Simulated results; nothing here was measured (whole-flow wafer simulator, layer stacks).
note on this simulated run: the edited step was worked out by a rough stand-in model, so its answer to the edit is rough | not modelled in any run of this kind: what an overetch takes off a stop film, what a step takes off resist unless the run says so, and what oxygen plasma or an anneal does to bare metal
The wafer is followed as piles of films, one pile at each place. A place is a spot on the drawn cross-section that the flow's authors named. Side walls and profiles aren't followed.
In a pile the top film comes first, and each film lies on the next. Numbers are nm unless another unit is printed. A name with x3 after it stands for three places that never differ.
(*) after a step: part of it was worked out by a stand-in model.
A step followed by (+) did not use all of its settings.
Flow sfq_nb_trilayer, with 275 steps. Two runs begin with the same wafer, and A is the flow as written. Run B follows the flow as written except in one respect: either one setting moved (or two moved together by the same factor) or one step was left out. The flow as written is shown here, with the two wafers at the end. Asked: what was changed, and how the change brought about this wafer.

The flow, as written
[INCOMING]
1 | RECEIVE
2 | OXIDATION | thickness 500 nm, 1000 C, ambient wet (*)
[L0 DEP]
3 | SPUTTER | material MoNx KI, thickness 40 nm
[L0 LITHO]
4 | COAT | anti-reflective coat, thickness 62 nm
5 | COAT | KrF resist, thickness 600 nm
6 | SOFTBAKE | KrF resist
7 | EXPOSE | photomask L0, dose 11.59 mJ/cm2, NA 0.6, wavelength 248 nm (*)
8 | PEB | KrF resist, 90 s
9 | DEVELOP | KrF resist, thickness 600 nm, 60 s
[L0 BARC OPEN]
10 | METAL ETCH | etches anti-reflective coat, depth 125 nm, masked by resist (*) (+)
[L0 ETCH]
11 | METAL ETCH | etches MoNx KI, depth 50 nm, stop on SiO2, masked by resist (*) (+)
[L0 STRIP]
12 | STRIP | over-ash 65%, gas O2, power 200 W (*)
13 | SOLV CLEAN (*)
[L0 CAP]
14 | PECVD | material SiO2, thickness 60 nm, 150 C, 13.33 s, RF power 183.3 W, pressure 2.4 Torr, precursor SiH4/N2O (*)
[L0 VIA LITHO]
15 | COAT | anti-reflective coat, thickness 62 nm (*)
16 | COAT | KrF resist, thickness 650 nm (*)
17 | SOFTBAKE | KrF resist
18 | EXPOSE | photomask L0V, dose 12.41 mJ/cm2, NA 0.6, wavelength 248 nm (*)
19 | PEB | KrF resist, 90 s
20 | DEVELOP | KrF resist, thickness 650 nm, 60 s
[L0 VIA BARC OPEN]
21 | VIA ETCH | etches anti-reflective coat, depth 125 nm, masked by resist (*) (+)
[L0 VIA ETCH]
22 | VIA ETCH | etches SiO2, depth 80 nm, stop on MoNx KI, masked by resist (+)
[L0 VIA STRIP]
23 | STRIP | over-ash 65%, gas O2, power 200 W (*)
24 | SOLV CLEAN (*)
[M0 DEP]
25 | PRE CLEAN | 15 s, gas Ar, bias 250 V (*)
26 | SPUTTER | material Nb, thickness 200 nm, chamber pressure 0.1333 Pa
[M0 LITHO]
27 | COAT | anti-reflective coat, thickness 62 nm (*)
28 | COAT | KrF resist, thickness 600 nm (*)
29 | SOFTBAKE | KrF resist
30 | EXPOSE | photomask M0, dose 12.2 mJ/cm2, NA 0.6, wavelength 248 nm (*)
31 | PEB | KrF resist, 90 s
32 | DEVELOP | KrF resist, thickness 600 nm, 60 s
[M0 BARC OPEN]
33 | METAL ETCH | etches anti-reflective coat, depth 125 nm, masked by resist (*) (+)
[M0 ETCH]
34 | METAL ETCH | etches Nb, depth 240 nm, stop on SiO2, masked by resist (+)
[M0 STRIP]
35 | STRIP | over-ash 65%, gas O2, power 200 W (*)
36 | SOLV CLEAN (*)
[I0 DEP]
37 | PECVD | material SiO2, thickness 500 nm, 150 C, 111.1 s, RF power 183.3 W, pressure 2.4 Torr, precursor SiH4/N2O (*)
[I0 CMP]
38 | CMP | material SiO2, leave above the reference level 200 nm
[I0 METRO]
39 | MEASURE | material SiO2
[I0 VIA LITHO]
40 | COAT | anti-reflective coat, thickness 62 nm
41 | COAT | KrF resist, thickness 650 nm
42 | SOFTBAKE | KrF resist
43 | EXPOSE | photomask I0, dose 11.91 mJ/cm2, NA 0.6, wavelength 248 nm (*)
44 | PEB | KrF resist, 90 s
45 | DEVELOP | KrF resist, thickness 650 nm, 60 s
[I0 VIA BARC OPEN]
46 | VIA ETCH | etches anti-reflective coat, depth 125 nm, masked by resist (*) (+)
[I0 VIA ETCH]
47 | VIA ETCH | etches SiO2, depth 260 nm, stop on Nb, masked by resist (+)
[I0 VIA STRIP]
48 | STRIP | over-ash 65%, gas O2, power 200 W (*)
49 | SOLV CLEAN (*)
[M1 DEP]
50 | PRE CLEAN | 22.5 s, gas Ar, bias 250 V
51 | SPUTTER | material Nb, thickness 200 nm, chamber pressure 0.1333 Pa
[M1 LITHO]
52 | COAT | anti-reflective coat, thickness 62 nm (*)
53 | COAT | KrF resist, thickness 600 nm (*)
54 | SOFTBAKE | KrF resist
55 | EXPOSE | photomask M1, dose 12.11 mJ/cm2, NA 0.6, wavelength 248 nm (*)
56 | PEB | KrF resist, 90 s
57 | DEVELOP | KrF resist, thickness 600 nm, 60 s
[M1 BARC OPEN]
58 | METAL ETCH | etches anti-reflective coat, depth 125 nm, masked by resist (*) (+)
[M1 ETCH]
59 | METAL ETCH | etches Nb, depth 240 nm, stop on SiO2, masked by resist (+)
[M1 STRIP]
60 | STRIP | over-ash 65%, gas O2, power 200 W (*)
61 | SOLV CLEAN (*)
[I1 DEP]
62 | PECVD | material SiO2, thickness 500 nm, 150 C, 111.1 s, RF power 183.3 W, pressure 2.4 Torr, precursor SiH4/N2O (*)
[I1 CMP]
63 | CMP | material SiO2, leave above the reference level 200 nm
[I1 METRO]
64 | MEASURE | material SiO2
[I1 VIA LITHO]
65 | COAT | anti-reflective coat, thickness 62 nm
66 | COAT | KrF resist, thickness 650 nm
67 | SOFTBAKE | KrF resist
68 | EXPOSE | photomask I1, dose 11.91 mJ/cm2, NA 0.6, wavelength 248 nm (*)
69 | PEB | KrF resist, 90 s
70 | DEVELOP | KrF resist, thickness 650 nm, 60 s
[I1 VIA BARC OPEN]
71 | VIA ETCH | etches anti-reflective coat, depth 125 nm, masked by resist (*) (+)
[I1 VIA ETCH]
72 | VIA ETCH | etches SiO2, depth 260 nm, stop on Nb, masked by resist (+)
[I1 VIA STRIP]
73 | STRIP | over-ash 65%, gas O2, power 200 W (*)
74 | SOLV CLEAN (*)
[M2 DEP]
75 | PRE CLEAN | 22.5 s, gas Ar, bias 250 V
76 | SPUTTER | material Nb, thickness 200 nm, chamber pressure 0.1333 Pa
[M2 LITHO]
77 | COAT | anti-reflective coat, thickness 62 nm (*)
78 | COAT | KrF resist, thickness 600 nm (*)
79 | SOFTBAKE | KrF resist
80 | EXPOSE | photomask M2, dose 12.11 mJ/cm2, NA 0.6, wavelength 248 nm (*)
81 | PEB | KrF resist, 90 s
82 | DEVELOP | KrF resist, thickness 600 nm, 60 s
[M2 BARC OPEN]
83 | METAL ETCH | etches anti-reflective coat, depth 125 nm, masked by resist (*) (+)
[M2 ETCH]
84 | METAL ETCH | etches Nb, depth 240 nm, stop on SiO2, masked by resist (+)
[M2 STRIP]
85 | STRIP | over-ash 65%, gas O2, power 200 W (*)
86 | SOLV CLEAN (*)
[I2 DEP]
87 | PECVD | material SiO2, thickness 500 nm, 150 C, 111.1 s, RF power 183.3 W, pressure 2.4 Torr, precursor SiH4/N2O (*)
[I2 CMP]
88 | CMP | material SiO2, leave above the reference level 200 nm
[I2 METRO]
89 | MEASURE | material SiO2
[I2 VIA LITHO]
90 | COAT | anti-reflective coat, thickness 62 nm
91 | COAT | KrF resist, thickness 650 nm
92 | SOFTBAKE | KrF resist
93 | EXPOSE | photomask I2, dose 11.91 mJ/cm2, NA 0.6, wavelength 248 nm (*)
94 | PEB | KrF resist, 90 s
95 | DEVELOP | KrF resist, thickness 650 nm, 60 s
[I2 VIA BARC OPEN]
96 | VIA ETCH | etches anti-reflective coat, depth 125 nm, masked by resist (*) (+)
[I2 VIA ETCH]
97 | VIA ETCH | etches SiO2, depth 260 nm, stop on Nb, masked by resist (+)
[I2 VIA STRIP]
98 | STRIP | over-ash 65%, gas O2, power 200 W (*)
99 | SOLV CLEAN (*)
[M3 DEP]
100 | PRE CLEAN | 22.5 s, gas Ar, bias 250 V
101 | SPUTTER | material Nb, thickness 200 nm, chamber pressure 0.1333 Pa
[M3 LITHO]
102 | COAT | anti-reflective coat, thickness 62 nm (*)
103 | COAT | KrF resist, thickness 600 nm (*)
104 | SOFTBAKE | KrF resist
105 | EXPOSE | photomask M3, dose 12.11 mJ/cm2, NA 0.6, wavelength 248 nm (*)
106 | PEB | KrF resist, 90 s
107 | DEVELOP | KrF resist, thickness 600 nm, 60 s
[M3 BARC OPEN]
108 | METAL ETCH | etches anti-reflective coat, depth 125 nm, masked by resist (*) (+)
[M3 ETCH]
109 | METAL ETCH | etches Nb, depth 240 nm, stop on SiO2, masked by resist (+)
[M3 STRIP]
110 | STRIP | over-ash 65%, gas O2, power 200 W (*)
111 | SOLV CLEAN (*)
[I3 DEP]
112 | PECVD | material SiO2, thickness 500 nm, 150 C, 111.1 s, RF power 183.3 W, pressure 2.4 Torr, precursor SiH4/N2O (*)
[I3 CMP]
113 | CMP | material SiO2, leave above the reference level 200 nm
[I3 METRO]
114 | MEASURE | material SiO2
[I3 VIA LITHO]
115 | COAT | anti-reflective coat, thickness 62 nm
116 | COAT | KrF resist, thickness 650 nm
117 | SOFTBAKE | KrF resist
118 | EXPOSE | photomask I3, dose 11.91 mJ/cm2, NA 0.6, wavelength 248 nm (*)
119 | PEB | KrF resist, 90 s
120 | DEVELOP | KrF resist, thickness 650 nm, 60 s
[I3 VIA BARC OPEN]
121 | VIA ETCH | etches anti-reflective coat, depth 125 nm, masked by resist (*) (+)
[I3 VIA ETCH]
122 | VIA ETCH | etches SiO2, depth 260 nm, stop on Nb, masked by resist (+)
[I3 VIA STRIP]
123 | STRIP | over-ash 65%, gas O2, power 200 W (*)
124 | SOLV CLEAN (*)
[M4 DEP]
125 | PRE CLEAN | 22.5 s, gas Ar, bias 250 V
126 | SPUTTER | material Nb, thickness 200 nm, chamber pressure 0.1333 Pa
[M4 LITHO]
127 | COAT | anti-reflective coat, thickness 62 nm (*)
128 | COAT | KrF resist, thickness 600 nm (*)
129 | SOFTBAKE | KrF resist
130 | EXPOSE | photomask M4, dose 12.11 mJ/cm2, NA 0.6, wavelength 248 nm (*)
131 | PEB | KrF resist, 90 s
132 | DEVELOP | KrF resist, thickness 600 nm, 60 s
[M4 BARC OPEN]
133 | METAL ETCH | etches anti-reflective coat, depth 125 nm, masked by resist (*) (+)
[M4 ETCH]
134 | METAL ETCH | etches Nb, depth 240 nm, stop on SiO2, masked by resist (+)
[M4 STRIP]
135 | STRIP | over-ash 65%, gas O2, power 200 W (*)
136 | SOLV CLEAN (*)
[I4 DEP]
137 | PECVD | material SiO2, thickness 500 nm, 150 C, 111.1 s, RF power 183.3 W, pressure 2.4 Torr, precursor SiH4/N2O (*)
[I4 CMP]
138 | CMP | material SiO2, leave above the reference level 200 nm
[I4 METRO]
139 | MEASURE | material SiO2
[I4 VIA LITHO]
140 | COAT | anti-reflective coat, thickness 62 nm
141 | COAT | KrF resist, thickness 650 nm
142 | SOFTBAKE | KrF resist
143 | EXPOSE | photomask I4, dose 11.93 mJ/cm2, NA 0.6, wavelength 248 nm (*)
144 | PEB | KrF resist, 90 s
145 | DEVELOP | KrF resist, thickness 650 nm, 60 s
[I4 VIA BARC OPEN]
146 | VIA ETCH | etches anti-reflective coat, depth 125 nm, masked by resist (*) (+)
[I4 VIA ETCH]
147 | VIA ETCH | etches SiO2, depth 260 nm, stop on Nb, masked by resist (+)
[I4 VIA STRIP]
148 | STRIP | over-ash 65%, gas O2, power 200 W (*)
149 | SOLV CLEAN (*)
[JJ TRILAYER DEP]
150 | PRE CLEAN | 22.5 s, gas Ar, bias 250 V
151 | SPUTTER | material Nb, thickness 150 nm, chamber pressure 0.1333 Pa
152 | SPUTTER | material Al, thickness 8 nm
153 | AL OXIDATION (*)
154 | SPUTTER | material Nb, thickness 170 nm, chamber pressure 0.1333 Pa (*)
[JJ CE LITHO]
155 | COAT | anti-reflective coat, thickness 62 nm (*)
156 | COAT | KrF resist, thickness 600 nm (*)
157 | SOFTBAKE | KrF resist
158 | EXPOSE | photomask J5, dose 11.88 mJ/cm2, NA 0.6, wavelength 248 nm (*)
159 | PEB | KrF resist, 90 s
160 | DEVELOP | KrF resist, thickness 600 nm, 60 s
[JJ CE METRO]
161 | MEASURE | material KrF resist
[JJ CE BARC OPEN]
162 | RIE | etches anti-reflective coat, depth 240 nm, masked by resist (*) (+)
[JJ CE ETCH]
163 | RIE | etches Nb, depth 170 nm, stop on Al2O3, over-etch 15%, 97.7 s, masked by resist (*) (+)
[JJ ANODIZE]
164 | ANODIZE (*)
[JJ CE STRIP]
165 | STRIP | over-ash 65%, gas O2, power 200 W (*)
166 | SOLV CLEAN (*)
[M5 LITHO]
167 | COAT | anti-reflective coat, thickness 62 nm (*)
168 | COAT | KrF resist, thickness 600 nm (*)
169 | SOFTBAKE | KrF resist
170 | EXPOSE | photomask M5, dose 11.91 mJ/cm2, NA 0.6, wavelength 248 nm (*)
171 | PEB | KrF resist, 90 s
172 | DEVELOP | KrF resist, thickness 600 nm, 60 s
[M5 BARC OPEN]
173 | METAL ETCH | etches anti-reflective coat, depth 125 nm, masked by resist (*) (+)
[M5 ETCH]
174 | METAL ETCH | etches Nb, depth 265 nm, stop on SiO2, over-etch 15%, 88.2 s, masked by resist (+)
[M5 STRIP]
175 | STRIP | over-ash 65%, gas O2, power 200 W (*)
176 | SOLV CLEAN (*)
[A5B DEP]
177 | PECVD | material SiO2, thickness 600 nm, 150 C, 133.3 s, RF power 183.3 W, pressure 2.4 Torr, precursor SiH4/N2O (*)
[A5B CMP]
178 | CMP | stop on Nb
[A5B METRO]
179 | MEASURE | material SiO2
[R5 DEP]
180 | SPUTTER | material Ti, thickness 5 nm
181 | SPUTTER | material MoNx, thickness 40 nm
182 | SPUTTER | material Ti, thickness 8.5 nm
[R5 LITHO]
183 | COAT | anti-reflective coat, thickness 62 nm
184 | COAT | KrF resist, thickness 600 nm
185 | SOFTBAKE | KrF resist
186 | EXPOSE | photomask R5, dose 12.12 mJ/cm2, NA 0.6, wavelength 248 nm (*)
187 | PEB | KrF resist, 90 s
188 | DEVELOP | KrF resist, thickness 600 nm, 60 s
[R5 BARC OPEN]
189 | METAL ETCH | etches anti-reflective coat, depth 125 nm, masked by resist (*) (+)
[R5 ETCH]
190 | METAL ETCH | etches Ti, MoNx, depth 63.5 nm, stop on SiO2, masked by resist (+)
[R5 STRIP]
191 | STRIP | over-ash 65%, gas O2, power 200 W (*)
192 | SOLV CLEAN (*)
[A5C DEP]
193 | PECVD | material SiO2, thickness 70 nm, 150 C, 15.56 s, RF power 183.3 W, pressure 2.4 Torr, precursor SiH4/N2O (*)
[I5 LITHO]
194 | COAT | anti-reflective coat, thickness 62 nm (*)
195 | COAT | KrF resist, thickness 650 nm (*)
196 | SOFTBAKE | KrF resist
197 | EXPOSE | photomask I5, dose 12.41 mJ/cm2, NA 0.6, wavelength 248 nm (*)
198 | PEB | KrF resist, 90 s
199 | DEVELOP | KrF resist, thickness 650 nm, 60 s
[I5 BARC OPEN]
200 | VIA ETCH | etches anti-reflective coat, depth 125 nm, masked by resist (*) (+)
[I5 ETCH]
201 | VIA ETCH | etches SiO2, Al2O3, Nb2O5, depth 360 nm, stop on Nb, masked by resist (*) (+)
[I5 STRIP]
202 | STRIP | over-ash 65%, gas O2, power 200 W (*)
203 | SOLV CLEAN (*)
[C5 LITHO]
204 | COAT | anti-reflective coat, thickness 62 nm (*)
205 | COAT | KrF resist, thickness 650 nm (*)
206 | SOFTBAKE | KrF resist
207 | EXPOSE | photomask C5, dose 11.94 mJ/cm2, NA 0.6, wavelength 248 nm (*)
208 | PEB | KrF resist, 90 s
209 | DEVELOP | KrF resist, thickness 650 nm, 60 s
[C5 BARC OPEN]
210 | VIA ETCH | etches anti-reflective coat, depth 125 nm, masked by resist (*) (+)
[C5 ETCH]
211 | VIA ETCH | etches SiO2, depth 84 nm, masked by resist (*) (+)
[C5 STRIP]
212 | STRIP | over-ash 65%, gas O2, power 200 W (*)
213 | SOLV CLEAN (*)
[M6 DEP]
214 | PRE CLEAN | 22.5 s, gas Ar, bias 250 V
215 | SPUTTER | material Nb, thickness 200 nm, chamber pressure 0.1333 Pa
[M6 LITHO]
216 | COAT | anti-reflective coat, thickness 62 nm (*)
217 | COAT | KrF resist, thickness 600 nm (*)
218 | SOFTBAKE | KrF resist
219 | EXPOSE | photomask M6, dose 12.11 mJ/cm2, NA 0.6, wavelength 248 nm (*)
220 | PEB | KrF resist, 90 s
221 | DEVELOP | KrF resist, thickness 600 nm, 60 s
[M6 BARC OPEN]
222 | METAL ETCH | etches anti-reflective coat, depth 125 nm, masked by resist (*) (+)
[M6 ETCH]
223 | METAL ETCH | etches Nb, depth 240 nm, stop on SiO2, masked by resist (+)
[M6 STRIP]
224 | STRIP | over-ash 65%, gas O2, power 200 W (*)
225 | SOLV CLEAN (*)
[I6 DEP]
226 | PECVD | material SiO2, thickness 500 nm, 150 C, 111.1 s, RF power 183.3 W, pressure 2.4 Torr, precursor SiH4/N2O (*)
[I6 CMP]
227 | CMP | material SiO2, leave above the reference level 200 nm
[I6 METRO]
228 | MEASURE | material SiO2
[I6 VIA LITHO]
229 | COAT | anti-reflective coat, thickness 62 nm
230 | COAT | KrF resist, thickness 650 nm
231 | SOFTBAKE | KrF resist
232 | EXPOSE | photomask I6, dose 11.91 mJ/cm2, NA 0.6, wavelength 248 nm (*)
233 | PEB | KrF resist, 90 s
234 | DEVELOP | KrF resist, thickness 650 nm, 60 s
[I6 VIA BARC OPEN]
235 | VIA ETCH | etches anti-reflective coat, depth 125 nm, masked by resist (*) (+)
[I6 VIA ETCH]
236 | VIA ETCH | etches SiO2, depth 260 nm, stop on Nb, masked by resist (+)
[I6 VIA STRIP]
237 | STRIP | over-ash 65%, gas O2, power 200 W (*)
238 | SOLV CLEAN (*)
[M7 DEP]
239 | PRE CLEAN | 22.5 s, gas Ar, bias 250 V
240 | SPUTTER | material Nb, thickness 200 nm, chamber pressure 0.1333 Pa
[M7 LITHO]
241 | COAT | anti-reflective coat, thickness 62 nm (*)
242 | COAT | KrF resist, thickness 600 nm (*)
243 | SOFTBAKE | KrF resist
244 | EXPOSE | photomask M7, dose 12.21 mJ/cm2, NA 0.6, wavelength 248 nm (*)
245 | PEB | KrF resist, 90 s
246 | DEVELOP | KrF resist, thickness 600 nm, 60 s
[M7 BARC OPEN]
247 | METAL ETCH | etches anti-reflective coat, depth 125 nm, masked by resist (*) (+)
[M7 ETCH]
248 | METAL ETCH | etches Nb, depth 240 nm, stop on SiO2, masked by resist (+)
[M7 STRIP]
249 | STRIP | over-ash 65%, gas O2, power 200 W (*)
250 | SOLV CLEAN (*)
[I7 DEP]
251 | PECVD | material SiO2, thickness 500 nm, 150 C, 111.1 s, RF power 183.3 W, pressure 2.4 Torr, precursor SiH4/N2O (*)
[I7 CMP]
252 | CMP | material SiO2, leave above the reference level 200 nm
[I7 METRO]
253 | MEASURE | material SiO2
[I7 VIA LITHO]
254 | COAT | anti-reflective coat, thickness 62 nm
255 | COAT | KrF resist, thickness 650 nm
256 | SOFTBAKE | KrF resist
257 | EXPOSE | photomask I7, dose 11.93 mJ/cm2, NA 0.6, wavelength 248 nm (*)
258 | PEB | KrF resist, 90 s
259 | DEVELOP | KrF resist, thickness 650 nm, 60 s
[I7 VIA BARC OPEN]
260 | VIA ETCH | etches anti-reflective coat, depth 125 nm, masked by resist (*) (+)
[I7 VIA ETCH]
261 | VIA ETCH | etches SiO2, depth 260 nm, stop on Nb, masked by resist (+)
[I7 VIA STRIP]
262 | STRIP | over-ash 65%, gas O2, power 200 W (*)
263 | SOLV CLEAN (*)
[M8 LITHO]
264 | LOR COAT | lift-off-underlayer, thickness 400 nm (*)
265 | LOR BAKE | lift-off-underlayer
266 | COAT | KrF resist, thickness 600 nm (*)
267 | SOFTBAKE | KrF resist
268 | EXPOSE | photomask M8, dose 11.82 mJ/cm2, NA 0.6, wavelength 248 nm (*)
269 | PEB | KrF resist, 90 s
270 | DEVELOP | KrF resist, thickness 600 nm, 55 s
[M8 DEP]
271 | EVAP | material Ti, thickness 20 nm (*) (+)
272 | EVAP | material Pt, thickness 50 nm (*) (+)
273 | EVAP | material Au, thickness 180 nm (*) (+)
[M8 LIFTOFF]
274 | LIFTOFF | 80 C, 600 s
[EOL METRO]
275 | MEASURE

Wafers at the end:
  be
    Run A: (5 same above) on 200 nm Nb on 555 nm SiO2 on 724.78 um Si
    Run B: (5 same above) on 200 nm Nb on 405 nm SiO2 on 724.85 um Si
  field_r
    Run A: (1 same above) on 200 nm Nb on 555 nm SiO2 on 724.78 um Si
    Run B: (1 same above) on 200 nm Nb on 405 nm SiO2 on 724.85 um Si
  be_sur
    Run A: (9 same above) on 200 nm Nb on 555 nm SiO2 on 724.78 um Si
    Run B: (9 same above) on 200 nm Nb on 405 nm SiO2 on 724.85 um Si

The reason: step 2, OXIDATION: thickness 350 nm was run, while the flow as written has thickness 500 nm.

The path from the change to this, step by step:
  2 | OXIDATION | thickness 500 nm, 1000 C, ambient wet (*)
      field_l, v_sur, via_wl and 103 more: A SiO2 gains 500 (new film), chemical SiO2 loses 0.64 (all of it), Si loses 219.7 | B SiO2 gains 350 (new film), chemical SiO2 loses 0.64 (all of it), Si loses 153.7
